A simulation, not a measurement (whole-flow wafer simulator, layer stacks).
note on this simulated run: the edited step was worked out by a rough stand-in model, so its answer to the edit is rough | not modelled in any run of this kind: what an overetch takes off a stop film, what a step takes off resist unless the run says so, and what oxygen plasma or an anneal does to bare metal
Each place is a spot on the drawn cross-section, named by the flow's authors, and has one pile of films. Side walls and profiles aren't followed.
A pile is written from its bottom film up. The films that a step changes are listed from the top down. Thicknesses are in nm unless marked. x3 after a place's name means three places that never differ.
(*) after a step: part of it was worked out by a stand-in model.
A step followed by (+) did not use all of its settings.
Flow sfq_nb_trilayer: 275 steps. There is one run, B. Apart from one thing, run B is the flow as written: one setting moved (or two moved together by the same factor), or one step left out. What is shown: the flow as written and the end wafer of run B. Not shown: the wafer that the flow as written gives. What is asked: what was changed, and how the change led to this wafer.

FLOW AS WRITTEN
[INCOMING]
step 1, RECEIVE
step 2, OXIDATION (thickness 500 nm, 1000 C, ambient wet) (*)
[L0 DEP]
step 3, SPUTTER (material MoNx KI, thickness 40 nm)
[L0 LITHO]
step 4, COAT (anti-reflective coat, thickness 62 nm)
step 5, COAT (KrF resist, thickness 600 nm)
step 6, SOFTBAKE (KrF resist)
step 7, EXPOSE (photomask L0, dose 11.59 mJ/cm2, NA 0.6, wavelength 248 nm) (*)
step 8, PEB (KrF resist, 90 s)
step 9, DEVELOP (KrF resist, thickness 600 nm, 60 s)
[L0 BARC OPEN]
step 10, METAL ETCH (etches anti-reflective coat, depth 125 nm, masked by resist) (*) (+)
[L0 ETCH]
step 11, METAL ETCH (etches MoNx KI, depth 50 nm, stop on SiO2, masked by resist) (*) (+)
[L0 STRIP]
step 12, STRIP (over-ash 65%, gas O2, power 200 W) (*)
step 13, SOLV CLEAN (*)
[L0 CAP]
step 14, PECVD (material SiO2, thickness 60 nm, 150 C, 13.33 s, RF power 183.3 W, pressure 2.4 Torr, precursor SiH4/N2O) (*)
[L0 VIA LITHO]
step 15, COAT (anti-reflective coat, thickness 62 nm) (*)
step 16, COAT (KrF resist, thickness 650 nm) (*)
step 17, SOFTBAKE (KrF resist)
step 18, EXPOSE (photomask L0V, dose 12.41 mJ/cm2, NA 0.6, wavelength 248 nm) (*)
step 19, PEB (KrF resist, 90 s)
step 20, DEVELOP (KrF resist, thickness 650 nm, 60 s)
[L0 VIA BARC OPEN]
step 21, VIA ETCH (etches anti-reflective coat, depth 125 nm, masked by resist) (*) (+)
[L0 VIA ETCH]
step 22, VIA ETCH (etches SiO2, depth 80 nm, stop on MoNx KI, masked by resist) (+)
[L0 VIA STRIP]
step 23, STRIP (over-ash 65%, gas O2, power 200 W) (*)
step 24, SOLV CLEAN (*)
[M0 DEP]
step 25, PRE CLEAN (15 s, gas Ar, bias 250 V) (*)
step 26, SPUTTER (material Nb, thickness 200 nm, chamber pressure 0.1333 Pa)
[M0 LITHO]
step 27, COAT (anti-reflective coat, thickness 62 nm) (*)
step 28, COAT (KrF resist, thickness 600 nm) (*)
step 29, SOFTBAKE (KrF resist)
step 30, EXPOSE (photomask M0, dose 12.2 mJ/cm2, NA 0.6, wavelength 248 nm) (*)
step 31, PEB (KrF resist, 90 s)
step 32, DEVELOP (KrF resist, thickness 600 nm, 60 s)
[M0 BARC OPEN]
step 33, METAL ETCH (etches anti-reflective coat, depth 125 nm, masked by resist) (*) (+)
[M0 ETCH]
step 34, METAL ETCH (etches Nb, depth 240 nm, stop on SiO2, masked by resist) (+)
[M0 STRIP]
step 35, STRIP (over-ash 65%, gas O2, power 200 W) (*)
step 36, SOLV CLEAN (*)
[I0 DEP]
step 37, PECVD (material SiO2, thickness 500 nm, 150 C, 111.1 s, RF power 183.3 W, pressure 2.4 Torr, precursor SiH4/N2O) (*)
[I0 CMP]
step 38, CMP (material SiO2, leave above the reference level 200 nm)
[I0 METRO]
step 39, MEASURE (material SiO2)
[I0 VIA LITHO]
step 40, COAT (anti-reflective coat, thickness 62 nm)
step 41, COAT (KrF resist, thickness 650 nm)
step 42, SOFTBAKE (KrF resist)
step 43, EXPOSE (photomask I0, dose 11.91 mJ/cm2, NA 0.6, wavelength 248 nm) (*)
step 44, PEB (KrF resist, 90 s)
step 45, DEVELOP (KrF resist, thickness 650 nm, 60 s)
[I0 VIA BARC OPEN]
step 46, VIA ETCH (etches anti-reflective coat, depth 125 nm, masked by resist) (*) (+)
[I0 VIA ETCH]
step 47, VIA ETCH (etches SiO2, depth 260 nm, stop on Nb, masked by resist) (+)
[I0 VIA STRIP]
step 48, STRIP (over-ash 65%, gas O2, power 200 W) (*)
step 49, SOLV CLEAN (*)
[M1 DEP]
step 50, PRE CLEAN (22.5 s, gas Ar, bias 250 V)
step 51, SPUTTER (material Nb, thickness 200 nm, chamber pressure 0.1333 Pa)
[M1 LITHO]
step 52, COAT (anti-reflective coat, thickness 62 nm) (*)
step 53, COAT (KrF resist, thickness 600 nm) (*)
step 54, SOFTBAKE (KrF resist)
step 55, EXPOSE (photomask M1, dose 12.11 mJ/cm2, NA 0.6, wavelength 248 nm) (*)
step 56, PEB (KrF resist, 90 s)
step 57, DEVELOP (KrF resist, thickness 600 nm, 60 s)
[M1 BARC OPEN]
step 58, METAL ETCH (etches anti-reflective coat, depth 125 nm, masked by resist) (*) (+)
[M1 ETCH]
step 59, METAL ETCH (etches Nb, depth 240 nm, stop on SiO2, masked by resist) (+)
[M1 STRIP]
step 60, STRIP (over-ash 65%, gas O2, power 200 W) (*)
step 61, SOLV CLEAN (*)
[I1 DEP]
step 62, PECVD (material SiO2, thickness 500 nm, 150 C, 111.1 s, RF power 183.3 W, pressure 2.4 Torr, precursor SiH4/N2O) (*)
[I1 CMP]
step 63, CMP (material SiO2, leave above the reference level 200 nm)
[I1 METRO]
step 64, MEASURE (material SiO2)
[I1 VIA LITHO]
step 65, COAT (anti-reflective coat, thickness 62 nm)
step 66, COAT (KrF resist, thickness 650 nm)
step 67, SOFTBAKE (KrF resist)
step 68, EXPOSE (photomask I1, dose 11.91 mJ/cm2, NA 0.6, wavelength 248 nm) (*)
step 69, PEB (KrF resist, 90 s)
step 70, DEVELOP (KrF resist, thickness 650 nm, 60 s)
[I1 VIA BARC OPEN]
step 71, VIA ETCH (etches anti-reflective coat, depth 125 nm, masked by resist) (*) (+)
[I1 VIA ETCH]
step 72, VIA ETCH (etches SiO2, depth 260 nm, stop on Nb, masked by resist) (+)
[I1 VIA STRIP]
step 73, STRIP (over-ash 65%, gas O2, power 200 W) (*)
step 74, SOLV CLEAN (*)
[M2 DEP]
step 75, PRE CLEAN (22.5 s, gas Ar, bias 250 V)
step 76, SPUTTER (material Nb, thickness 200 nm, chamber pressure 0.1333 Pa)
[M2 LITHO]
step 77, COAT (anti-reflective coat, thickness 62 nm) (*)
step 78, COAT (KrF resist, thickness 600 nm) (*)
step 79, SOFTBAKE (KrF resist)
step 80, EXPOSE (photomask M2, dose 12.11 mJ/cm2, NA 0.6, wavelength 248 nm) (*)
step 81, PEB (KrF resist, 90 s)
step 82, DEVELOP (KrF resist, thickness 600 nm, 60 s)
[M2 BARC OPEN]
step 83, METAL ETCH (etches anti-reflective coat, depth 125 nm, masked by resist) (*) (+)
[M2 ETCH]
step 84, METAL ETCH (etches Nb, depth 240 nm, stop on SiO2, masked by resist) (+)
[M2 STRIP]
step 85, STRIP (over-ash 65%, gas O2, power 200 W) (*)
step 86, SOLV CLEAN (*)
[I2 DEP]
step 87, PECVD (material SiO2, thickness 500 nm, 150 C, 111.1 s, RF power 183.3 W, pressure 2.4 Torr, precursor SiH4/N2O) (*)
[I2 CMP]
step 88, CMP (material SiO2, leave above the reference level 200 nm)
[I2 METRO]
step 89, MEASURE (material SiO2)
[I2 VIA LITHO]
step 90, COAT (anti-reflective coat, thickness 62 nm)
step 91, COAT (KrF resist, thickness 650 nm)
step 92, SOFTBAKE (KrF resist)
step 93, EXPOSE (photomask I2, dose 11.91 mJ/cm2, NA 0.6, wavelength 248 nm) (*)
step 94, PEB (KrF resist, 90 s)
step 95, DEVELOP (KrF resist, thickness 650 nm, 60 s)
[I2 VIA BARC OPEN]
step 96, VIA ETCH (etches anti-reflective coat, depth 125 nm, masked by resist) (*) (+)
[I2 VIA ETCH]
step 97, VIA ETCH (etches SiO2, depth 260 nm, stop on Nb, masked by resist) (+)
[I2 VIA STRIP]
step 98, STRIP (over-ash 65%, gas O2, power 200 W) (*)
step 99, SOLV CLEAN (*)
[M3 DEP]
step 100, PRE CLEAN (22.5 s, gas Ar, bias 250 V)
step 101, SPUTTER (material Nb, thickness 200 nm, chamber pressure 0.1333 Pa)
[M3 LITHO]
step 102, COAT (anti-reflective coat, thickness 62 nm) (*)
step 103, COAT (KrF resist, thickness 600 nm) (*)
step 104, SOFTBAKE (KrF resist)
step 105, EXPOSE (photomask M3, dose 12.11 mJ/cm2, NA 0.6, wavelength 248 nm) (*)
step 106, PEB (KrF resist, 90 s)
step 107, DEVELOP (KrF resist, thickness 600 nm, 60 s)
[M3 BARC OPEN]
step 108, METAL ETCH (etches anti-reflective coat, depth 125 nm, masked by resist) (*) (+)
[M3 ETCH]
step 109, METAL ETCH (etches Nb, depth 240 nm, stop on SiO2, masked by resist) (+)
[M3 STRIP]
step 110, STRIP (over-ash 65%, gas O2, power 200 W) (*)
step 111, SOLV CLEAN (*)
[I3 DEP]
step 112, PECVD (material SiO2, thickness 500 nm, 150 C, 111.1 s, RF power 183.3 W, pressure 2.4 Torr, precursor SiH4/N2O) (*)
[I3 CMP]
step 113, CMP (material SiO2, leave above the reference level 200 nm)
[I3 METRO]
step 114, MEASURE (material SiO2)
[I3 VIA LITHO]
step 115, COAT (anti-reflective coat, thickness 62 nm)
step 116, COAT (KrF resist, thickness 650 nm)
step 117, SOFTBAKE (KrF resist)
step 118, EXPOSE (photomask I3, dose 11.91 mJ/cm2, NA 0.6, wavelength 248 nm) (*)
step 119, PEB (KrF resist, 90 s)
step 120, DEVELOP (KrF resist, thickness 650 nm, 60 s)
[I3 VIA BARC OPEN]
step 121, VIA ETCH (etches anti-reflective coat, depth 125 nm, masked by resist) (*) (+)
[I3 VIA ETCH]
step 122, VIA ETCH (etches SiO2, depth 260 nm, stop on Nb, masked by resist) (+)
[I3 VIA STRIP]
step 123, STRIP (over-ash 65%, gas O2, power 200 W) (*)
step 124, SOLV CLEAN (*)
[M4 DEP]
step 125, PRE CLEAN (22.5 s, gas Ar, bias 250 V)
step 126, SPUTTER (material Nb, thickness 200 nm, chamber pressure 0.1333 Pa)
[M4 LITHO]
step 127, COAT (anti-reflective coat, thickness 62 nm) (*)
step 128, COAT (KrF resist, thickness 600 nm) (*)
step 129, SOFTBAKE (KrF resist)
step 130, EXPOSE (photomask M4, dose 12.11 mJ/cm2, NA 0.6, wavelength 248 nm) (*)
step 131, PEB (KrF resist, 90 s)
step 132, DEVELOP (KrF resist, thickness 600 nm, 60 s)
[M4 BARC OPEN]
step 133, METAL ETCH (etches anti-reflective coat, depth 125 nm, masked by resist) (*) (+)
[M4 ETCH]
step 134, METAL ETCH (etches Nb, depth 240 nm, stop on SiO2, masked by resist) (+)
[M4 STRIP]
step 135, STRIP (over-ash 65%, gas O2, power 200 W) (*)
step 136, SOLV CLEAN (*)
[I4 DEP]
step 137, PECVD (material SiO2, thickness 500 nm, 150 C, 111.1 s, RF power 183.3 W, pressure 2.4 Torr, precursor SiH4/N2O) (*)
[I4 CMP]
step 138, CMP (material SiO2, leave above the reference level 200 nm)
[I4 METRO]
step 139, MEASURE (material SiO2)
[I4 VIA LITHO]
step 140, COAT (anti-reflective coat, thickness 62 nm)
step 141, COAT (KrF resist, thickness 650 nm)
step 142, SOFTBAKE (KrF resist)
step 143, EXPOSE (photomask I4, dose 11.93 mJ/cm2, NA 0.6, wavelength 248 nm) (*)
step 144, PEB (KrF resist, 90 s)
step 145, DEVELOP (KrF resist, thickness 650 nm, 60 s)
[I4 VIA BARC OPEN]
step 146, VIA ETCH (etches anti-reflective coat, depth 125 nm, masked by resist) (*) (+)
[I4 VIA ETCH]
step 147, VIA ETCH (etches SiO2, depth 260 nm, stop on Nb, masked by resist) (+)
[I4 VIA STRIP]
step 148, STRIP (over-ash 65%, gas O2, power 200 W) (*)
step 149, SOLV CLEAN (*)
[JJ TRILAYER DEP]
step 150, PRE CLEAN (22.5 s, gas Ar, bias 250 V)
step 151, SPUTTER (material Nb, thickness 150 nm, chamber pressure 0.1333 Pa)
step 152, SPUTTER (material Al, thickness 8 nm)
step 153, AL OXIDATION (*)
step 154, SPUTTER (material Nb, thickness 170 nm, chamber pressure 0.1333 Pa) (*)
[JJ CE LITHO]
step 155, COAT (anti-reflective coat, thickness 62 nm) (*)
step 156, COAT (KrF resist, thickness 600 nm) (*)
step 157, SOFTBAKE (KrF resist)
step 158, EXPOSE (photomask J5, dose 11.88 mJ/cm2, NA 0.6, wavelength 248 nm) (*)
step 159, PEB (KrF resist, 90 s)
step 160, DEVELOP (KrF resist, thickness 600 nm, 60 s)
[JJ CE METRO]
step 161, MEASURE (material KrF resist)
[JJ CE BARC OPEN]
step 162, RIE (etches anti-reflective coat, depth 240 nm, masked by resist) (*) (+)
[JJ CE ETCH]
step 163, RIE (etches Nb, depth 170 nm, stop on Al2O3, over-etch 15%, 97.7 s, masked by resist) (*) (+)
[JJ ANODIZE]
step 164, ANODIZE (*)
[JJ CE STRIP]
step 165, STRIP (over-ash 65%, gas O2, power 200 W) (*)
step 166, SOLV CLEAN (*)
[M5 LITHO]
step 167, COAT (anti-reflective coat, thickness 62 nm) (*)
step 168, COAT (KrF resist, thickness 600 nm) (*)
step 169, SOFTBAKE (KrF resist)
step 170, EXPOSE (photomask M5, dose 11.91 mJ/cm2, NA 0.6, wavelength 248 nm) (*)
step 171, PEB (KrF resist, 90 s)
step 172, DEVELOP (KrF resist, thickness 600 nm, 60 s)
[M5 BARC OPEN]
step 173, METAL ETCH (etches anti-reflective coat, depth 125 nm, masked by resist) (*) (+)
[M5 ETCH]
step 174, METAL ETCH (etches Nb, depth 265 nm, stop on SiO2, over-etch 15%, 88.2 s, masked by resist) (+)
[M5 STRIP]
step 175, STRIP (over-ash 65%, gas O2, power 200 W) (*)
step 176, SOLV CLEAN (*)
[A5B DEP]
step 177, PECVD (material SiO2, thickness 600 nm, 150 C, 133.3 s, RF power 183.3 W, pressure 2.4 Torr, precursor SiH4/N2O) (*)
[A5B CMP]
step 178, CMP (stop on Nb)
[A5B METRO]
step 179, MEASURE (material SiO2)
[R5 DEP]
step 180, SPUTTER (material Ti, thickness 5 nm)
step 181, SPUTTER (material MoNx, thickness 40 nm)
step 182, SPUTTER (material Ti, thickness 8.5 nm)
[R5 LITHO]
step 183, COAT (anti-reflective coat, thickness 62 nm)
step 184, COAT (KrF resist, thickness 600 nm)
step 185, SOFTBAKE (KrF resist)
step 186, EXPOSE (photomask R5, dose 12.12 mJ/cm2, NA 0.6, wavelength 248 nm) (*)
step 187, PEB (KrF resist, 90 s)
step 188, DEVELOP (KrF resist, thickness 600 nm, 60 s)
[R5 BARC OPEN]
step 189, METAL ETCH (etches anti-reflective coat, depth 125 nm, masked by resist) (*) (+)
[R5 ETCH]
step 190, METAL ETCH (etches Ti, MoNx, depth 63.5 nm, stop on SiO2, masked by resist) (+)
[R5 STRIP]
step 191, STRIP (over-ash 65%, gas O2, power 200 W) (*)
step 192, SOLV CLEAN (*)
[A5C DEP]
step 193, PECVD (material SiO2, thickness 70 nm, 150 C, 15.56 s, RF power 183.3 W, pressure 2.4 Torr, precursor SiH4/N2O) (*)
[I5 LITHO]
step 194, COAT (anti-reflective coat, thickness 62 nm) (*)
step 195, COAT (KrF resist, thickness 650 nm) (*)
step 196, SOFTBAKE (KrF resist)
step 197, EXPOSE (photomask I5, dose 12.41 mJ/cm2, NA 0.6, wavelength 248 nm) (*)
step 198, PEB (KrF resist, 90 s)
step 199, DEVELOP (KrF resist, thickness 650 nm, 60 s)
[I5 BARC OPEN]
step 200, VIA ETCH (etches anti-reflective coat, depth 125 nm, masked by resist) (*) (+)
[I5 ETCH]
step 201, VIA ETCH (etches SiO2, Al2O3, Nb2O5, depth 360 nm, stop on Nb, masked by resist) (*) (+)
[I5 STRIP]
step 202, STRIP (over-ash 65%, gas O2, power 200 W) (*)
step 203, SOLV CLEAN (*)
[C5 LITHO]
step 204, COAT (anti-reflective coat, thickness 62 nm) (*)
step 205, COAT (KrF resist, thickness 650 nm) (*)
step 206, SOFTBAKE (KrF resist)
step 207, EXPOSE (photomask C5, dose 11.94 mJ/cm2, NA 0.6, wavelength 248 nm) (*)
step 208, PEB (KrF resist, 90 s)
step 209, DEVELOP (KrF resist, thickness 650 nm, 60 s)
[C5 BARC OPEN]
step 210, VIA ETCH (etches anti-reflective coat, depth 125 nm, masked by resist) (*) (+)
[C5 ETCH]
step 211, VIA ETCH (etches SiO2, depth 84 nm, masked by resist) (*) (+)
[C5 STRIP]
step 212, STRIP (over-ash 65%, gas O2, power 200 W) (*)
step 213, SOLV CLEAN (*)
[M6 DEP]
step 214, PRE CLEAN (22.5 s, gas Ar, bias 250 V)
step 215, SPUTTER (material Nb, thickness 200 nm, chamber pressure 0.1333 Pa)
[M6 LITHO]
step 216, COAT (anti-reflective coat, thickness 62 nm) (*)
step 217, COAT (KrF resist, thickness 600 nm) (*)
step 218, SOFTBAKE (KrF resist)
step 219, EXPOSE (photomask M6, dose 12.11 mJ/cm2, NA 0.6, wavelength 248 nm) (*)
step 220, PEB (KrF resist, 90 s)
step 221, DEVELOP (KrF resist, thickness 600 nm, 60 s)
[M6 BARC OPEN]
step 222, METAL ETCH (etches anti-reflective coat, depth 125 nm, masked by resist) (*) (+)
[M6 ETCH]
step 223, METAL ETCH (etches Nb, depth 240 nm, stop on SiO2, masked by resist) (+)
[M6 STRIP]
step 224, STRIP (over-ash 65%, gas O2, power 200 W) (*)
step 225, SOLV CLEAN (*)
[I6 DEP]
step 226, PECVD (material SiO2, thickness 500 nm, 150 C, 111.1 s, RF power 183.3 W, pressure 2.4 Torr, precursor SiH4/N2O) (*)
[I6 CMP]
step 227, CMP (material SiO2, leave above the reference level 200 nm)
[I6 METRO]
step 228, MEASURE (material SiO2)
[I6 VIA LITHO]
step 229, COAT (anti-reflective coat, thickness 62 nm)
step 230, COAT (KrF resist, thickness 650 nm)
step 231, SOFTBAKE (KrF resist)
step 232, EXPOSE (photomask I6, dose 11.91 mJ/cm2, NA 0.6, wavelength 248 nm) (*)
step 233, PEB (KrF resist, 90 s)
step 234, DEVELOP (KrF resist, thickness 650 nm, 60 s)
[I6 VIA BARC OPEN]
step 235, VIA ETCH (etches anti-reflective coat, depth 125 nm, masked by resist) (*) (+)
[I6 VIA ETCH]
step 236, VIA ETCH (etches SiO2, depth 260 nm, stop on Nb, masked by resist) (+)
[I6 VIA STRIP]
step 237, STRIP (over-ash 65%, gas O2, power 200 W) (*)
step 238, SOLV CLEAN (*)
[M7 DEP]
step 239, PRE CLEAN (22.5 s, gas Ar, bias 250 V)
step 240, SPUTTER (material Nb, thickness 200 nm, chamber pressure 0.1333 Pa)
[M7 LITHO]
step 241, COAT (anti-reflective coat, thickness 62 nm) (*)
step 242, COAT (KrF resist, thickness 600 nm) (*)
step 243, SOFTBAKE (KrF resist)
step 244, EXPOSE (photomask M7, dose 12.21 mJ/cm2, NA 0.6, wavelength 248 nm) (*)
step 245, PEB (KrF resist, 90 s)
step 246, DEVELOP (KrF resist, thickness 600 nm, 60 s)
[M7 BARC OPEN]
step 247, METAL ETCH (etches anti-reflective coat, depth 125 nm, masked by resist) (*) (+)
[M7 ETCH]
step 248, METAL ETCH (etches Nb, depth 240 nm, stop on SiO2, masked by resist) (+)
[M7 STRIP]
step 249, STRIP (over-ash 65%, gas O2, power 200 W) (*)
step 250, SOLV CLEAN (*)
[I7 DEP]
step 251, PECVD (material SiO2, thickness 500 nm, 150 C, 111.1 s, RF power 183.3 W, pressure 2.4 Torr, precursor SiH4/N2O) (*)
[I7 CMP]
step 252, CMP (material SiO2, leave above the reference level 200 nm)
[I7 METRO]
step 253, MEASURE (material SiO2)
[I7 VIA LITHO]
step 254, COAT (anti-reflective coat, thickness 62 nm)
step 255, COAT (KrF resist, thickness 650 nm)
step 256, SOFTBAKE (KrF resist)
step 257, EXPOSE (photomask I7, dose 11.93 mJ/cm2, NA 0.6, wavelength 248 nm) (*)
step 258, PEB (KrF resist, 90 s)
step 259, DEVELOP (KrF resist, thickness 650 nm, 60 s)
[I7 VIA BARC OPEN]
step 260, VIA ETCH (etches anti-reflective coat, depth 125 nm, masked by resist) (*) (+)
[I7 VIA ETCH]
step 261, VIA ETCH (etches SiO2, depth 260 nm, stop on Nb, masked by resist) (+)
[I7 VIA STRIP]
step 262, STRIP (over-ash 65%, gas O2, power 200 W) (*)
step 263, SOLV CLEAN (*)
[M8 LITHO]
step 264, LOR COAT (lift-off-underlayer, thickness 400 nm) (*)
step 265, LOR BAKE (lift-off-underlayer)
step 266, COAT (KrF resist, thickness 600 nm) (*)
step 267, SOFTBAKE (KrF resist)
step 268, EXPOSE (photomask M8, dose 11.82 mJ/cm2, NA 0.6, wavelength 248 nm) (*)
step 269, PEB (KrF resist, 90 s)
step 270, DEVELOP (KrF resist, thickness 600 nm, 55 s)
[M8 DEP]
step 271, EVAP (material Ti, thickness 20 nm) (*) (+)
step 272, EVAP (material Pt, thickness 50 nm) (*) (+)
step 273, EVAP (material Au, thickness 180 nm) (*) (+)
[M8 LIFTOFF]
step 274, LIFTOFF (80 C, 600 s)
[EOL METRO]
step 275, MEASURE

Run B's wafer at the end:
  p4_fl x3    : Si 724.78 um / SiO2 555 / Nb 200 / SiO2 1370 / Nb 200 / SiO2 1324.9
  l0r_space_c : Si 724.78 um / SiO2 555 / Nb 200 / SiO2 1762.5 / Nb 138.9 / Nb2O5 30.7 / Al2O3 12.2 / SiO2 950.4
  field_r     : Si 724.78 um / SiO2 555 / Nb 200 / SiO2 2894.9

Cause: step 154, SPUTTER: thickness 119 nm was run, whereas the flow has thickness 170 nm.

Step by step, how the change led to this:
  step 154, SPUTTER (material Nb, thickness 170 nm, chamber pressure 0.1333 Pa) (*)
      field_l, v_sur, via_sp and 100 more: Nb gains 119 (new film) (as written it would have been: Nb gains 170 (new film))
      via_wl, via_wr: Nb gains 98.3 (new film) (as written it would have been: Nb gains 140.7 (new film))
      (as well as at 1 more place)
  step 155, COAT (anti-reflective coat, thickness 62 nm) (*)
      via_wl, via_wr: anti-reflective coat gains 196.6 (new film) (as written it would have been: anti-reflective coat gains 209.4 (new film))
      via_w: anti-reflective coat gains 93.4 (new film) (as written it would have been: anti-reflective coat gains 97.4 (new film))
  step 162, RIE (etches anti-reflective coat, depth 240 nm, masked by resist) (*) (+)
      ce_l, c5j, ce_r, wl_jj: KrF resist loses 196.6 (as written it would have been: KrF resist loses 209.4)
      via_wl, via_wr: anti-reflective coat loses 196.6 (all of it) (as written it would have been: anti-reflective coat loses 209.4 (all of it))
      (as well as at 1 more place)
  step 163, RIE (etches Nb, depth 170 nm, stop on Al2O3, over-etch 15%, 97.7 s, masked by resist) (*) (+)
      field_l, v_sur, via_sp and 96 more: Nb loses 119 (all of it), Al2O3 loses 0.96 (all of it) (as written it would have been: Nb loses 170 (all of it), Al2O3 loses 0.51)
      via_wl, via_wr: Nb loses 98.3 (all of it), Al2O3 loses 0.96 (all of it) (as written it would have been: Nb loses 140.7 (all of it), Al2O3 loses 0.96 (all of it))
      (as well as at 1 more place)
  step 164, ANODIZE (*)
      field_l, v_sur, via_sp and 96 more: Al2O3 gains 12.2 (new film), Nb2O5 gains 30.7 (new film), Al loses 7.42 (all of it), Nb loses 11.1 (as written it would have been: Al2O3 gains 12.2, Nb2O5 gains 29.9 (new film), Al loses 7.42 (all of it), Nb loses 10.8)
  step 165, STRIP (over-ash 65%, gas O2, power 200 W) (*)
      ce_l: KrF resist loses 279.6 (all of it), anti-reflective coat loses 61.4 (all of it) (as written it would have been: KrF resist loses 266.8 (all of it), anti-reflective coat loses 61.4 (all of it))
      c5j: KrF resist loses 279.6 (all of it), anti-reflective coat loses 61.5 (all of it) (as written it would have been: KrF resist loses 266.9 (all of it), anti-reflective coat loses 61.5 (all of it))
      (as well as at 2 more places)
  step 167, COAT (anti-reflective coat, thickness 62 nm) (*)
      wl_j_sl, wl_j_sr: anti-reflective coat gains 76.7 (new film) (as written it would have been: anti-reflective coat gains 83.3 (new film))
      gap: anti-reflective coat gains 60.4 (new film) (as written it would have been: anti-reflective coat gains 58.9 (new film))
      (as well as at 8 more places)
  step 168, COAT (KrF resist, thickness 600 nm) (*)
      ce_l: KrF resist gains 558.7 (new film) (as written it would have been: KrF resist gains 528.3 (new film))
      c5j: KrF resist gains 540.2 (new film) (as written it would have been: KrF resist gains 507.6 (new film))
      (as well as at 2 more places)
  step 173, METAL ETCH (etches anti-reflective coat, depth 125 nm, masked by resist) (*) (+)
      wl_a_sl: anti-reflective coat loses 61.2 (all of it) (as written it would have been: anti-reflective coat loses 59.7 (all of it), Al2O3 loses 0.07)
  step 174, METAL ETCH (etches Nb, depth 265 nm, stop on SiO2, over-etch 15%, 88.2 s, masked by resist) (+)
      field_l, r_sur, res and 50 more: Al2O3 loses 12.2 (all of it), Nb2O5 loses 30.7 (all of it), Nb loses 138.9 (all of it), SiO2 loses 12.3 (as written it would have been: Al2O3 loses 12.6 (all of it), Nb2O5 loses 29.9 (all of it), Nb loses 139.2 (all of it), SiO2 loses 12.3)
  step 175, STRIP (over-ash 65%, gas O2, power 200 W) (*)
      wl_j_sl, wl_j_sr: KrF resist loses 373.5 (all of it), anti-reflective coat loses 76.7 (all of it) (as written it would have been: KrF resist loses 378 (all of it), anti-reflective coat loses 83.3 (all of it))
      gap: KrF resist loses 377.4 (all of it), anti-reflective coat loses 60.4 (all of it) (as written it would have been: KrF resist loses 383.4 (all of it), anti-reflective coat loses 58.9 (all of it))
      (as well as at 7 more places)
  step 178, CMP (stop on Nb)
      v_sur, via_sp, via_v and 43 more: SiO2 loses 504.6 (as written it would have been: SiO2 loses 453.5)
      field_l, p4_fl x3, p4_w1 x9 and 29 more: SiO2 loses 310.3 (as written it would have been: SiO2 loses 259.3)
      (as well as at 14 more places)
  step 201, VIA ETCH (etches SiO2, Al2O3, Nb2O5, depth 360 nm, stop on Nb, masked by resist) (*) (+)
      be: SiO2 loses 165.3 (all of it), Al2O3 loses 12.2 (all of it), Nb2O5 loses 30.7 (all of it) (as written it would have been: SiO2 loses 216.4 (all of it), Al2O3 loses 12.7 (all of it), Nb2O5 loses 29.9 (all of it))
  step 204, COAT (anti-reflective coat, thickness 62 nm) (*)
      wire: anti-reflective coat gains 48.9 (new film) (as written it would have been: anti-reflective coat gains 47.4 (new film))
      be: anti-reflective coat gains 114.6 (new film) (as written it would have been: anti-reflective coat gains 122.2 (new film))
      (as well as at 1 more place)
  step 205, COAT (KrF resist, thickness 650 nm) (*)
      be: KrF resist gains 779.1 (new film) (as written it would have been: KrF resist gains 815.3 (new film))
  step 212, STRIP (over-ash 65%, gas O2, power 200 W) (*)
      wire: KrF resist loses 558.6 (all of it), anti-reflective coat loses 48.9 (all of it) (as written it would have been: KrF resist loses 555.8 (all of it), anti-reflective coat loses 47.4 (all of it))
      be: KrF resist loses 692 (all of it), anti-reflective coat loses 114.6 (all of it) (as written it would have been: KrF resist loses 728.2 (all of it), anti-reflective coat loses 122.2 (all of it))
      (as well as at 1 more place)
  ... another 4 steps ...
  step 226, PECVD (material SiO2, thickness 500 nm, 150 C, 111.1 s, RF power 183.3 W, pressure 2.4 Torr, precursor SiH4/N2O) (*)
      be: SiO2 gains 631 (new film) (as written it would have been: SiO2 gains 693.5 (new film))
